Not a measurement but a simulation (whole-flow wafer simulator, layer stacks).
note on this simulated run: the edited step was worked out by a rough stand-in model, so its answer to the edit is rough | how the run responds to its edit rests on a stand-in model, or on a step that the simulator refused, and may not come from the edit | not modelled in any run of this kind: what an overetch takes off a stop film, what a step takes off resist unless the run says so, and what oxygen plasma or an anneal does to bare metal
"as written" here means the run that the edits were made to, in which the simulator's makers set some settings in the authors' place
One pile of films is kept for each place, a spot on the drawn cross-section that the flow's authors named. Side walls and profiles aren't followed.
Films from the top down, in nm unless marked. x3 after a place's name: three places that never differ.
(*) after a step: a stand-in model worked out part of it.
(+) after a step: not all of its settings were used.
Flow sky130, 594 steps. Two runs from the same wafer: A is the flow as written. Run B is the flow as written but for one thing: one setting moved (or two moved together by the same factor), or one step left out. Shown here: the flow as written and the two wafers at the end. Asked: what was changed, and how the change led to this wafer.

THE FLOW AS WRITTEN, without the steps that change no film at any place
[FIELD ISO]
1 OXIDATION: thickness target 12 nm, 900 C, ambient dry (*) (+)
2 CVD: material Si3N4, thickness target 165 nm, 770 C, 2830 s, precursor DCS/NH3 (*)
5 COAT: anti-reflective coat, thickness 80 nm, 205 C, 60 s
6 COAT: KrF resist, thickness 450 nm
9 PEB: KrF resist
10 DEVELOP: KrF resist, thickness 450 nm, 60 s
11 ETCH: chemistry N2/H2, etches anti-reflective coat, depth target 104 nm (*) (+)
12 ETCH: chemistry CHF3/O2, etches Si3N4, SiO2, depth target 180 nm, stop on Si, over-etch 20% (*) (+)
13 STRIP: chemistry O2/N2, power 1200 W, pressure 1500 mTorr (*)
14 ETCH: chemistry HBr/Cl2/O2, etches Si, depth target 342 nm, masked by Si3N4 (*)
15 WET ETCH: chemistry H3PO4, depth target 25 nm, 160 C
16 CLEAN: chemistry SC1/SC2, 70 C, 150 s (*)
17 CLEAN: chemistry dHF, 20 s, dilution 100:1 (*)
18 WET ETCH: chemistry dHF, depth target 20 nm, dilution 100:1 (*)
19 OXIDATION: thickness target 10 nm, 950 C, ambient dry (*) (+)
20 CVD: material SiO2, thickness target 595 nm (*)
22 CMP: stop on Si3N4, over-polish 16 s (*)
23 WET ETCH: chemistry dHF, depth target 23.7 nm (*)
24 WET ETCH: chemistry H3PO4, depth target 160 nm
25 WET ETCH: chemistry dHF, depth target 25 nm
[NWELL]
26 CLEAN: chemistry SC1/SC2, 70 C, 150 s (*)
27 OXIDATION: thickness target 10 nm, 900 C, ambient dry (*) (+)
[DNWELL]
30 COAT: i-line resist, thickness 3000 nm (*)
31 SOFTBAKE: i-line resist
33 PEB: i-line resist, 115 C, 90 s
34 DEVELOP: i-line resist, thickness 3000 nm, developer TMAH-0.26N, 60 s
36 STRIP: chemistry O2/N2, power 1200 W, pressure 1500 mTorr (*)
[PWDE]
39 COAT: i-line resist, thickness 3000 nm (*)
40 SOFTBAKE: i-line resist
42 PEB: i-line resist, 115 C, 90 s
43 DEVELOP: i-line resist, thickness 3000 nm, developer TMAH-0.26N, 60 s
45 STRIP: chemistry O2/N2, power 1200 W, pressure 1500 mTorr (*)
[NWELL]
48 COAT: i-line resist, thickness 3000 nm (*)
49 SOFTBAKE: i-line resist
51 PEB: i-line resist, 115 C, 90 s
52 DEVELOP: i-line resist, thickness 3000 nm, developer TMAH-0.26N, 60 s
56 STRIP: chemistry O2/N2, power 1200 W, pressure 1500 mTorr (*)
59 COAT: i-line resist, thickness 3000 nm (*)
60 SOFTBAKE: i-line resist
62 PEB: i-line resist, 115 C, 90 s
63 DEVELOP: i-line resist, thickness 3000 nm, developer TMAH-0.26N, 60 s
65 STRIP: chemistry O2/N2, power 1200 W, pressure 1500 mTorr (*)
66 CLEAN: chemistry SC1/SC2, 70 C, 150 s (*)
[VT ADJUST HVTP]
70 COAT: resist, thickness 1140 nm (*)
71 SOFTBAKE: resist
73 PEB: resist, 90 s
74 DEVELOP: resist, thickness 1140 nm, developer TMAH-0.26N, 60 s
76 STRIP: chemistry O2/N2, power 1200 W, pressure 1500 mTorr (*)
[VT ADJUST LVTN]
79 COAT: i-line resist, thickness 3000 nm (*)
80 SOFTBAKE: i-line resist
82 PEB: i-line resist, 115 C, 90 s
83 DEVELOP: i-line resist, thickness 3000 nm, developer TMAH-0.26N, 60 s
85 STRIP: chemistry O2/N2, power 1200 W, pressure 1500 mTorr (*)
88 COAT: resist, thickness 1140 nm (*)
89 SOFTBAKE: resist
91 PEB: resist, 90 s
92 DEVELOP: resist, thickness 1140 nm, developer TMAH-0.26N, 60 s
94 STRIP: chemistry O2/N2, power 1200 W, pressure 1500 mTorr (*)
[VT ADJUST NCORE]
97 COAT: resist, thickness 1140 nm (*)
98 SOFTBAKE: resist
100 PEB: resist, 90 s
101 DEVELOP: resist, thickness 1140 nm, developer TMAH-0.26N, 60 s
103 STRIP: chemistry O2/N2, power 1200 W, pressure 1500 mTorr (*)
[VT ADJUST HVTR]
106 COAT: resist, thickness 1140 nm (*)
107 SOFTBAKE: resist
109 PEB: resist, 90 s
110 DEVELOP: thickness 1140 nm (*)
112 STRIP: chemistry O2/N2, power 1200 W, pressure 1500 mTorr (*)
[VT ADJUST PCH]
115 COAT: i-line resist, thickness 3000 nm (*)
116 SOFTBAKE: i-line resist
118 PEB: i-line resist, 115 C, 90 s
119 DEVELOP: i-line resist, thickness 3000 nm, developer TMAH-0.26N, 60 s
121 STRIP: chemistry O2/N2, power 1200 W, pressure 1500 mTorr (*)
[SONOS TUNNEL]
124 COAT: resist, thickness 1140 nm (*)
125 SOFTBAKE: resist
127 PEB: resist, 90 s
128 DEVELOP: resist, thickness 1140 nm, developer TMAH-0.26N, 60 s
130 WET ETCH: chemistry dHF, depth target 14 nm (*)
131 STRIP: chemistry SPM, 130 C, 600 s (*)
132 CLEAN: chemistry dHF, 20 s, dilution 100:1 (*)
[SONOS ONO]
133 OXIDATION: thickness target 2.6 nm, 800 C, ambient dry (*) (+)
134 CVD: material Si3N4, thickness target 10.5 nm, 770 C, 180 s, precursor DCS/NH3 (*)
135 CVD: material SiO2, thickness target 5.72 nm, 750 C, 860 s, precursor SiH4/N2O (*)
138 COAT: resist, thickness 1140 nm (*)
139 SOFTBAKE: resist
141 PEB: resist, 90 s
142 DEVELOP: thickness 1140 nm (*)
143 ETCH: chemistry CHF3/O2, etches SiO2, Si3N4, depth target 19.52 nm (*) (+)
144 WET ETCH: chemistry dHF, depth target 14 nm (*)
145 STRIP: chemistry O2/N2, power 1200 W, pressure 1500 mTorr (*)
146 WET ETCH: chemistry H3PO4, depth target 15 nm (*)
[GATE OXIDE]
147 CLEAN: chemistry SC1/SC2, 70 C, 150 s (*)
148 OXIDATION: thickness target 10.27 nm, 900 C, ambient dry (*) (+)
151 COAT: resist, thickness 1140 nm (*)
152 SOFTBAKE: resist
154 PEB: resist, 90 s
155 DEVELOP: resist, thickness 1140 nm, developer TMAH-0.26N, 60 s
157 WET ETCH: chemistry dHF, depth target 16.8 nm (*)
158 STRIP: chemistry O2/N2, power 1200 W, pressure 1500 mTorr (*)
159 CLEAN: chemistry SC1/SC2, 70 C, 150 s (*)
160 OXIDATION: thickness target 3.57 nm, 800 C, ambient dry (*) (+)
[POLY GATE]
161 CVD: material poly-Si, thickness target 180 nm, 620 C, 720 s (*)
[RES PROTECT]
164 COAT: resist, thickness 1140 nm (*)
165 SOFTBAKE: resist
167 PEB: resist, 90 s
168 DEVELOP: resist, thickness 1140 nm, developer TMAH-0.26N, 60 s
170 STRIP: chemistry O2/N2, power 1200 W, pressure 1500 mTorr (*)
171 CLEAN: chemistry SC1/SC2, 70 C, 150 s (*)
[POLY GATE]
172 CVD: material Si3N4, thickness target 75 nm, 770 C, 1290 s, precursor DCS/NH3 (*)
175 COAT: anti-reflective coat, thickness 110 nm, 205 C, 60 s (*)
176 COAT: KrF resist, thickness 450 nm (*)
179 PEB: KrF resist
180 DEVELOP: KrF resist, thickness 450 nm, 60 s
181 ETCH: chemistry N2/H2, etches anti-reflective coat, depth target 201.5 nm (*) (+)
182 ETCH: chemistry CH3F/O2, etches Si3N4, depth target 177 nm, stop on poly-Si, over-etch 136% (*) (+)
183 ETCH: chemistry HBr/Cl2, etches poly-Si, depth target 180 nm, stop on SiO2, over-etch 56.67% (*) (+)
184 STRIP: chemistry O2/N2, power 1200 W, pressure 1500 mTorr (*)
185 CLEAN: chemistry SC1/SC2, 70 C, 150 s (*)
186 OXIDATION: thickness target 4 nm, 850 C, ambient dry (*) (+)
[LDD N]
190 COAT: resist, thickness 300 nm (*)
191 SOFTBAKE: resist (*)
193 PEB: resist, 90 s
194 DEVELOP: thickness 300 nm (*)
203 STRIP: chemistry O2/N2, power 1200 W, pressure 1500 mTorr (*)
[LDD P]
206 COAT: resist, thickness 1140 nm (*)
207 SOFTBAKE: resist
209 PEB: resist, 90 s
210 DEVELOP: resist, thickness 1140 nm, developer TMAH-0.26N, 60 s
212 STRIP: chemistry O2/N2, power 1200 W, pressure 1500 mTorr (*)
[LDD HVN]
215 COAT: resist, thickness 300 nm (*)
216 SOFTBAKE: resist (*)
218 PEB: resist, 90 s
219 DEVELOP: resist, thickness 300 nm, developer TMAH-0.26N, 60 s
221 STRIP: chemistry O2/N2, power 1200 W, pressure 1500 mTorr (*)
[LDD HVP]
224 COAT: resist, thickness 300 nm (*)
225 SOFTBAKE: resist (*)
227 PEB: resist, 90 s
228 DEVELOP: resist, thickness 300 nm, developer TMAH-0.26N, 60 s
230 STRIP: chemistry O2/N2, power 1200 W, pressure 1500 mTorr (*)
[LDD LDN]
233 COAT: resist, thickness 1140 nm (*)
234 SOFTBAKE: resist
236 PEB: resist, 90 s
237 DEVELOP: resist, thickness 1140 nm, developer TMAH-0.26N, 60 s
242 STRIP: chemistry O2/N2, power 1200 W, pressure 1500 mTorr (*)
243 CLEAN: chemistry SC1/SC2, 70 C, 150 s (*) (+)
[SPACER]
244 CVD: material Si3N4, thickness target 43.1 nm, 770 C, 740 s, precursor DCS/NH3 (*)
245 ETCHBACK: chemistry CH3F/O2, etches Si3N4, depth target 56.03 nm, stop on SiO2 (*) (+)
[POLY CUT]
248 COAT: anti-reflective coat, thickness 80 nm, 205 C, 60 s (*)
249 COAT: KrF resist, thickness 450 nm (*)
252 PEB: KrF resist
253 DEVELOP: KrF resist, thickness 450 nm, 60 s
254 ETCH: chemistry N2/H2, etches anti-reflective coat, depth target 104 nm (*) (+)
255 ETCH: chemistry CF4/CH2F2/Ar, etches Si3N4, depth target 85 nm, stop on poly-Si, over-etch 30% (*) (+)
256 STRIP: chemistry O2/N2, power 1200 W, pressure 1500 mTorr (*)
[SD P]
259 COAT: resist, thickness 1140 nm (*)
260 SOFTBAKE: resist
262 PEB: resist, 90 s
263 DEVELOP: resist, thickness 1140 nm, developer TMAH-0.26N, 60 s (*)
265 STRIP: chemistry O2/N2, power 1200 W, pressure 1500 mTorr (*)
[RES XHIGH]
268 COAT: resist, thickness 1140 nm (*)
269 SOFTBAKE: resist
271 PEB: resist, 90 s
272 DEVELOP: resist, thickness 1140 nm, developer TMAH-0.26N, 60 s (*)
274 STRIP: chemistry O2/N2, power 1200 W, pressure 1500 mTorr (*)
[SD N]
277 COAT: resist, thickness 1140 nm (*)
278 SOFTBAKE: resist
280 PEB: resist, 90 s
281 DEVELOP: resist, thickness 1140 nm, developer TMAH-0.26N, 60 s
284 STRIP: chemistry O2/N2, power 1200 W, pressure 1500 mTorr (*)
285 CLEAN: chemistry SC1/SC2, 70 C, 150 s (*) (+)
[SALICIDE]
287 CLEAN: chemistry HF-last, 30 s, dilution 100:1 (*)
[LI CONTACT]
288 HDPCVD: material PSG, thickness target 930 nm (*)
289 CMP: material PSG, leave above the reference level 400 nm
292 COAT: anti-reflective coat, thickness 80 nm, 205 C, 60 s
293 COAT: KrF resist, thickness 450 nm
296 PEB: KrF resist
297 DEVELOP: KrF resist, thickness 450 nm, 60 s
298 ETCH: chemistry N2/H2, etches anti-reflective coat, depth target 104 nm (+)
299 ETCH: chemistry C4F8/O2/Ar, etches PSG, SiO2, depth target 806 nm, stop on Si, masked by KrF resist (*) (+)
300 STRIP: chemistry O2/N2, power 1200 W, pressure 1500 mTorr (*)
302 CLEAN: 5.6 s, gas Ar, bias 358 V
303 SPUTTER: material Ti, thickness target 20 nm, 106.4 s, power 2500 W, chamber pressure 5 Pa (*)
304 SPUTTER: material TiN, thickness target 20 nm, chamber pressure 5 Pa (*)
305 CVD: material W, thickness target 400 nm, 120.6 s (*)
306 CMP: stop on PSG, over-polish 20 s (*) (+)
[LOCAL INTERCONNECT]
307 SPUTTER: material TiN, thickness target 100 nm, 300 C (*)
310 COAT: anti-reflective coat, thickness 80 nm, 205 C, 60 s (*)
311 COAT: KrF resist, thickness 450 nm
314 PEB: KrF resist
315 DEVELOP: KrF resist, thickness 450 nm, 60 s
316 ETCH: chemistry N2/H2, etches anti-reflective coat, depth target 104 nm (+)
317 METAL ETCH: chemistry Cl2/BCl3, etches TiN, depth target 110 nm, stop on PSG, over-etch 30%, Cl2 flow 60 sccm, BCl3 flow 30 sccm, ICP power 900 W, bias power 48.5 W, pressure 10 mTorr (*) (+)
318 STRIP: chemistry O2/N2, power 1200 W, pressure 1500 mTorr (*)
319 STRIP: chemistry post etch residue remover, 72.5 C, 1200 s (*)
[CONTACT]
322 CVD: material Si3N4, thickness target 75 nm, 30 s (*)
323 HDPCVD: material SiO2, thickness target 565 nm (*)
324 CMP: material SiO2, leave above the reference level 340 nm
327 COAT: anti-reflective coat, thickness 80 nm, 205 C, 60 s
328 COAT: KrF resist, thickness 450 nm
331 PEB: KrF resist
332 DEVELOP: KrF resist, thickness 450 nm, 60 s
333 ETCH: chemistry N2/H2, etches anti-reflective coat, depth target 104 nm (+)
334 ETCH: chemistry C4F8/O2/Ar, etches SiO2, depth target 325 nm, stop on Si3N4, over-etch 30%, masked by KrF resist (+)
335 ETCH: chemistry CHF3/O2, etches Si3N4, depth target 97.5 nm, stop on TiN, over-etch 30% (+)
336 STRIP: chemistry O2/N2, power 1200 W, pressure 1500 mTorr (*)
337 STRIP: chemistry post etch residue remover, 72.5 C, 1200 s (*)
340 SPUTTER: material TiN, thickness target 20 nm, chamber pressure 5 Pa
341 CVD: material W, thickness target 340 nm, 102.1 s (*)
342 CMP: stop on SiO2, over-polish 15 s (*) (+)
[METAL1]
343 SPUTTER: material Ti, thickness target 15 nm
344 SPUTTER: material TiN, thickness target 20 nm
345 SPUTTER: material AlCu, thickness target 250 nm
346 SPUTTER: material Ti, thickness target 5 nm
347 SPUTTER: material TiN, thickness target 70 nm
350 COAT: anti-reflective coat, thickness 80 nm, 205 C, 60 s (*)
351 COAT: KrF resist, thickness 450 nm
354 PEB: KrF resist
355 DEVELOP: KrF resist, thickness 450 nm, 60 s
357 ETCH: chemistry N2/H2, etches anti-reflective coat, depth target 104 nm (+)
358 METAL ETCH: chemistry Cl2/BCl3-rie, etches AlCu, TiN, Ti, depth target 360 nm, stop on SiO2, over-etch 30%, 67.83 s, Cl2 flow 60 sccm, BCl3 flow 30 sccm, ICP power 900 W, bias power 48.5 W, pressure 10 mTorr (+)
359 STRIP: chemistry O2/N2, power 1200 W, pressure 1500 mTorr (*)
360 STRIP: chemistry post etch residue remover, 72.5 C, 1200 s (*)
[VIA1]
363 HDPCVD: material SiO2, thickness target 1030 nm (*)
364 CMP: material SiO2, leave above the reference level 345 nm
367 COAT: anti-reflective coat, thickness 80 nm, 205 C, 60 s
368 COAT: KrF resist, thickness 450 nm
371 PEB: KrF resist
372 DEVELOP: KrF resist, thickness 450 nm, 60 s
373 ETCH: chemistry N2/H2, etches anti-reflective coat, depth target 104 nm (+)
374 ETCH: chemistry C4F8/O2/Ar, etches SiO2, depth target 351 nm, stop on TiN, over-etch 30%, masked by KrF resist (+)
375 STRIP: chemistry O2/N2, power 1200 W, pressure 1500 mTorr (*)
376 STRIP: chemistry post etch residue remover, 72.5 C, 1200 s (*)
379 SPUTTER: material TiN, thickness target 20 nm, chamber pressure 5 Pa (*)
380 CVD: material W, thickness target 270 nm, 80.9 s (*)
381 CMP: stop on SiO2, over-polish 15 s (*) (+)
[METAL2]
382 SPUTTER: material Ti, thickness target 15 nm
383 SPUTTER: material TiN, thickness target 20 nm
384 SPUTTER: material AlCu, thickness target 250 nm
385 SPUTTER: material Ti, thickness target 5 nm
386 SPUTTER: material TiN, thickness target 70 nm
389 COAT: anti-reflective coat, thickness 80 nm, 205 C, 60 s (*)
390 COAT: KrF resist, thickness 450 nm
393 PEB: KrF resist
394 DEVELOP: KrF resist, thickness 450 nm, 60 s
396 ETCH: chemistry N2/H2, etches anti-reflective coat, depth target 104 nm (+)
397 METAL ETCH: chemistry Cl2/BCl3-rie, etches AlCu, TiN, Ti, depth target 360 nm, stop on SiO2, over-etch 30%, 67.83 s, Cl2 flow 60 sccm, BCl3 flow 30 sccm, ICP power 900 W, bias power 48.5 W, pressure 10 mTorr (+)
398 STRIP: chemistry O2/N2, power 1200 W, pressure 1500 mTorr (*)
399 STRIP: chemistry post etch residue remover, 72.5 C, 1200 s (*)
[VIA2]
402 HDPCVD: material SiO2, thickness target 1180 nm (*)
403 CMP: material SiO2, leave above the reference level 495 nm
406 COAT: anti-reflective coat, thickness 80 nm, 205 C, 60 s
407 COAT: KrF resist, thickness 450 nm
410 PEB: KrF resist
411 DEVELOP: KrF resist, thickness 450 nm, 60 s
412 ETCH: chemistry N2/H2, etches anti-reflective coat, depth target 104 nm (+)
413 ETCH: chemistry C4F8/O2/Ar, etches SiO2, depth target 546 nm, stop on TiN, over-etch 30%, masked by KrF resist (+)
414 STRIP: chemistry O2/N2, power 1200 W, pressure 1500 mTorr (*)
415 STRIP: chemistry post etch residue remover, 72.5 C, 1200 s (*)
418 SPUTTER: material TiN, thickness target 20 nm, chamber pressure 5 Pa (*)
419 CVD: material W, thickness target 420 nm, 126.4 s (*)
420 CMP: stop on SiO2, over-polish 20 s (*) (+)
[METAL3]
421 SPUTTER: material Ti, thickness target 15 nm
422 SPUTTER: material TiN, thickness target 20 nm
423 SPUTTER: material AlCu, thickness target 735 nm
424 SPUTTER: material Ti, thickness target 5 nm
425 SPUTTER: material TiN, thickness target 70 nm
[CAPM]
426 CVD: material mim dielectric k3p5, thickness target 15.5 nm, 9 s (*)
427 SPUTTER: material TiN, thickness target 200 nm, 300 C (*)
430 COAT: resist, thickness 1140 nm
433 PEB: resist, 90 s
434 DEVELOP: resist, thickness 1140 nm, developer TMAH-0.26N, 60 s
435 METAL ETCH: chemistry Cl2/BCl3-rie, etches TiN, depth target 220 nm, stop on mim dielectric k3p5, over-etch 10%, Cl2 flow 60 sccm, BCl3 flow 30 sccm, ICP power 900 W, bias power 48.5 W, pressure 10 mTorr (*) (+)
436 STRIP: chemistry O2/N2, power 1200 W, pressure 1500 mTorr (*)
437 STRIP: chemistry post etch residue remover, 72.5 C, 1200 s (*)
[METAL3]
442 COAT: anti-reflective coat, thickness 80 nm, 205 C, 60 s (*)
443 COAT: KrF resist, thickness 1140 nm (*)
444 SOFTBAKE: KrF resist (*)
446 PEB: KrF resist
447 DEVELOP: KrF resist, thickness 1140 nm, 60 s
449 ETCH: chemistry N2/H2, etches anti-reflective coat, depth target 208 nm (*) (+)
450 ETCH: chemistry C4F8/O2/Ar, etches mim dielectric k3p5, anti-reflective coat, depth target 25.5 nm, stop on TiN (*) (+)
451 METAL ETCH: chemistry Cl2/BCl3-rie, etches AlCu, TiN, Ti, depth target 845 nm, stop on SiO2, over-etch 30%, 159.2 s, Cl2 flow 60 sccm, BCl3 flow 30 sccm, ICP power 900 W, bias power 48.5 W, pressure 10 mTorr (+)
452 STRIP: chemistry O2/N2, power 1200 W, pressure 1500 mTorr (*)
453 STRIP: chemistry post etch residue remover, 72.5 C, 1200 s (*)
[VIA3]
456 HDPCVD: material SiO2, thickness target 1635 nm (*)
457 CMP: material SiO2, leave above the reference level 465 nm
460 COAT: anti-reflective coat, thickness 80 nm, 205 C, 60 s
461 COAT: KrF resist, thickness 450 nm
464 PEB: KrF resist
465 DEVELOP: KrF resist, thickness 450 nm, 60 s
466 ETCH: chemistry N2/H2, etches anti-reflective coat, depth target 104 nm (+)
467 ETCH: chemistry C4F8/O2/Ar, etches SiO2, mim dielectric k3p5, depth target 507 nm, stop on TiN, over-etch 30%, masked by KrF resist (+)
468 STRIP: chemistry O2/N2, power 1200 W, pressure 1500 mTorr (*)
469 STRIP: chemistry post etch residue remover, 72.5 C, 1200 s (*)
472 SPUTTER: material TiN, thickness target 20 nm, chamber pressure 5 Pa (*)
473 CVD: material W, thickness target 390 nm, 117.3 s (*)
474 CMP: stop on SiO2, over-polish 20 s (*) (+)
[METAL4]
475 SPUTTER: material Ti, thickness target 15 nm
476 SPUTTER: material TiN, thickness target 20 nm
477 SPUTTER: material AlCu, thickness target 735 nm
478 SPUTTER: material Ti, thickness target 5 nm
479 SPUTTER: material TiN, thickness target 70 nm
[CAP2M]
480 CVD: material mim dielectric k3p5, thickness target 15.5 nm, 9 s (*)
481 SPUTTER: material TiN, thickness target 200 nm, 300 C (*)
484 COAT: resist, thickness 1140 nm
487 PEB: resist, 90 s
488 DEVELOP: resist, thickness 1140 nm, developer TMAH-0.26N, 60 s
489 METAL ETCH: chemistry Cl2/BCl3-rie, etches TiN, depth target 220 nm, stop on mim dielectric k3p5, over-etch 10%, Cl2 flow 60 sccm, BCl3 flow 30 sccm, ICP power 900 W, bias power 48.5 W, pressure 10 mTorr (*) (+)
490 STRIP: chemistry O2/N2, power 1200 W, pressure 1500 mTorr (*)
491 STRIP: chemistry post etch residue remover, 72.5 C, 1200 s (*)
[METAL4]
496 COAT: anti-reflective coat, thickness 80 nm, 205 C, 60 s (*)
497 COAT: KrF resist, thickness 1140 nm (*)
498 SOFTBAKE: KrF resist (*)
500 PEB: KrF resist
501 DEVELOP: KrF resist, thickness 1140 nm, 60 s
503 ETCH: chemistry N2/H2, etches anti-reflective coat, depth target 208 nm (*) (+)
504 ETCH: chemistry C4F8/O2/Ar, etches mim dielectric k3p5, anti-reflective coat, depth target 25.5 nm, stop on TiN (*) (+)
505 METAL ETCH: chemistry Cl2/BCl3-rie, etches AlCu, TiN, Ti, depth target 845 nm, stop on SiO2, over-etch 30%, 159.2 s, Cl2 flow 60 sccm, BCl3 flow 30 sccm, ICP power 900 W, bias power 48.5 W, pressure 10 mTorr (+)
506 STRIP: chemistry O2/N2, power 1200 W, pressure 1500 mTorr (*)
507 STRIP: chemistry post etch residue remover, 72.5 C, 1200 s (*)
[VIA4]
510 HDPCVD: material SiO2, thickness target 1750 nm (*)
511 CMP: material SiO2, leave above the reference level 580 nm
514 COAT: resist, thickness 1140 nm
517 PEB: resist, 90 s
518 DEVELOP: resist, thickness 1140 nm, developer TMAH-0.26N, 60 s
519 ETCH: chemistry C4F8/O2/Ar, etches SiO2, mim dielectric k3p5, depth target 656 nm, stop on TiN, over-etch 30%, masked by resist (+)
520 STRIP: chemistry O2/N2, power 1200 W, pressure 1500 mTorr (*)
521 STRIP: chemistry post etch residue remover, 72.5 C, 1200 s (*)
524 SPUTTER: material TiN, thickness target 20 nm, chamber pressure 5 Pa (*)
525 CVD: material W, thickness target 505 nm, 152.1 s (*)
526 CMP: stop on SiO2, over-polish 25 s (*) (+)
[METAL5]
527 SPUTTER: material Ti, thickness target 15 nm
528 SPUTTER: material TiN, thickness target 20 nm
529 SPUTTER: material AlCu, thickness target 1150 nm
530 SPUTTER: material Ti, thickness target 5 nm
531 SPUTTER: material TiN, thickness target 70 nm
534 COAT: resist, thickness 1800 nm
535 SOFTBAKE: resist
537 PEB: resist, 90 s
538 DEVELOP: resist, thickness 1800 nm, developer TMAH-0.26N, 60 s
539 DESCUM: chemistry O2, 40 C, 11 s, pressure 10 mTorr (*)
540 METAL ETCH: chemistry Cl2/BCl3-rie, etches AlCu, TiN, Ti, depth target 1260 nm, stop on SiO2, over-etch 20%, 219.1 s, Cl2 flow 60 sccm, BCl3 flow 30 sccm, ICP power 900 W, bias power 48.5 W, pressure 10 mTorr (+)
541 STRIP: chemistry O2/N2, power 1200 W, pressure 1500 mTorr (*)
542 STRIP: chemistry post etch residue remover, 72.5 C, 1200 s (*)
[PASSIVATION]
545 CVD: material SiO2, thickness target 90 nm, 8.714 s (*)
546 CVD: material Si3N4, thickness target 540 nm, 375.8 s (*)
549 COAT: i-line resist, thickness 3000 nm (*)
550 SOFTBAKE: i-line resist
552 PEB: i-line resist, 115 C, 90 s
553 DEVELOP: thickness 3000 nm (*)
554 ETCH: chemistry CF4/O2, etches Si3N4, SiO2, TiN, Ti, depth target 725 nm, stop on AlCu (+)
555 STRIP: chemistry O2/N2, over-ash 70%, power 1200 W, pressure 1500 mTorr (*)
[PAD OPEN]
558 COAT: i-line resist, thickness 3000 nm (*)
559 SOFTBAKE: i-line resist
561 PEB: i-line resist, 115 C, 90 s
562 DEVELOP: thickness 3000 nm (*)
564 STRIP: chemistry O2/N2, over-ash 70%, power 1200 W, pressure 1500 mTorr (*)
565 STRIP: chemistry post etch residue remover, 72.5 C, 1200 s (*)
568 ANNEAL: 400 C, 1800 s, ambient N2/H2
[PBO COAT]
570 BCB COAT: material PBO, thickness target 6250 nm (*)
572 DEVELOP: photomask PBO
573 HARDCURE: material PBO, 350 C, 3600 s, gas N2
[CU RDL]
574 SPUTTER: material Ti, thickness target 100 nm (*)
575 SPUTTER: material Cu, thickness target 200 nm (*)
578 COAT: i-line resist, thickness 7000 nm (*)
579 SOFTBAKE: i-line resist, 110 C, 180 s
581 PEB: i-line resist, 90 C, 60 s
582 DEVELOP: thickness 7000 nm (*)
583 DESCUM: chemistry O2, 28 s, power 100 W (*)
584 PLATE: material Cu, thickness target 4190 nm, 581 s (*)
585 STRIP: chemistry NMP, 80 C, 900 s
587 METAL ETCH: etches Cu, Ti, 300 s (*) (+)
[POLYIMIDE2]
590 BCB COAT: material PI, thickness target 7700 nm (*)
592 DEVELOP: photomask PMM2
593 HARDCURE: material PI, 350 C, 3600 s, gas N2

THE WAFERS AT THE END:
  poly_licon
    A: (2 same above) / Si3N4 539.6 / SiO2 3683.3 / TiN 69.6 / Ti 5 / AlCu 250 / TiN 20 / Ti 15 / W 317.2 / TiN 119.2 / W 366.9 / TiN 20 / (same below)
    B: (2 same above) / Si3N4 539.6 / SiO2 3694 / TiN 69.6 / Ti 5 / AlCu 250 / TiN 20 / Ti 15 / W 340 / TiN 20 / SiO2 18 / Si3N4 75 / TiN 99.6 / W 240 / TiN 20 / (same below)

The cause: step 305, CVD: thickness target 240 nm was run, where the flow has thickness target 400 nm.

How the change led to this, step by step:
  305 CVD: material W, thickness target 400 nm, 120.6 s (*)
      field, active, n_well and 185 more: A W +400 (new film) | B W +240 (new film)
      ndiff_licon: A W +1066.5 (new film) | B W +906.5 (new film)
      (and at 2 more places)
  306 CMP: stop on PSG, over-polish 20 s (*) (+)
      poly_licon: A W -33.1 | B nothing
      field, active, n_well and 184 more: A W -400 (all of it), TiN -20 (all of it), Ti -20 (all of it), PSG -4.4 | B W -240 (all of it), TiN -20 (all of it), Ti -20 (all of it), PSG -4.4
      (and at 3 more places)
  310 COAT: anti-reflective coat, thickness 80 nm, 205 C, 60 s (*)
      poly_licon: A anti-reflective coat +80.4 (new film) | B anti-reflective coat +207.3 (new film)
  318 STRIP: chemistry O2/N2, power 1200 W, pressure 1500 mTorr (*)
      poly_licon: A KrF resist -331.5 (all of it), anti-reflective coat -80.4 (all of it) | B KrF resist -331.5 (all of it), anti-reflective coat -207.3 (all of it)
  324 CMP: material SiO2, leave above the reference level 340 nm
      poly_licon: A SiO2 -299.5 | B SiO2 -172.6
  334 ETCH: chemistry C4F8/O2/Ar, etches SiO2, depth target 325 nm, stop on Si3N4, over-etch 30%, masked by KrF resist (+)
      poly_licon: A SiO2 -264.9 (all of it) | B SiO2 -325
  335 ETCH: chemistry CHF3/O2, etches Si3N4, depth target 97.5 nm, stop on TiN, over-etch 30% (+)
      poly_licon: A Si3N4 -75 (all of it) | B SiO2 -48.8
  340 SPUTTER: material TiN, thickness target 20 nm, chamber pressure 5 Pa
      poly_licon: A TiN +20 | B TiN +20 (new film)
  342 CMP: stop on SiO2, over-polish 15 s (*) (+)
      poly_licon: A W -22.8 | B nothing
  350 COAT: anti-reflective coat, thickness 80 nm, 205 C, 60 s (*)
      poly_licon: A anti-reflective coat +80.4 (new film) | B anti-reflective coat +91.1 (new film)
  359 STRIP: chemistry O2/N2, power 1200 W, pressure 1500 mTorr (*)
      poly_licon: A KrF resist -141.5 (all of it), anti-reflective coat -80.4 (all of it) | B KrF resist -141.5 (all of it), anti-reflective coat -91.1 (all of it)
Counting metal films that touch as one body, poly_licon has 3 bodies (between them, from the top down: SiO2 18 / Si3N4 75; void 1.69); the flow as written gives 2 bodies (between them, from the top down: void 1.69).
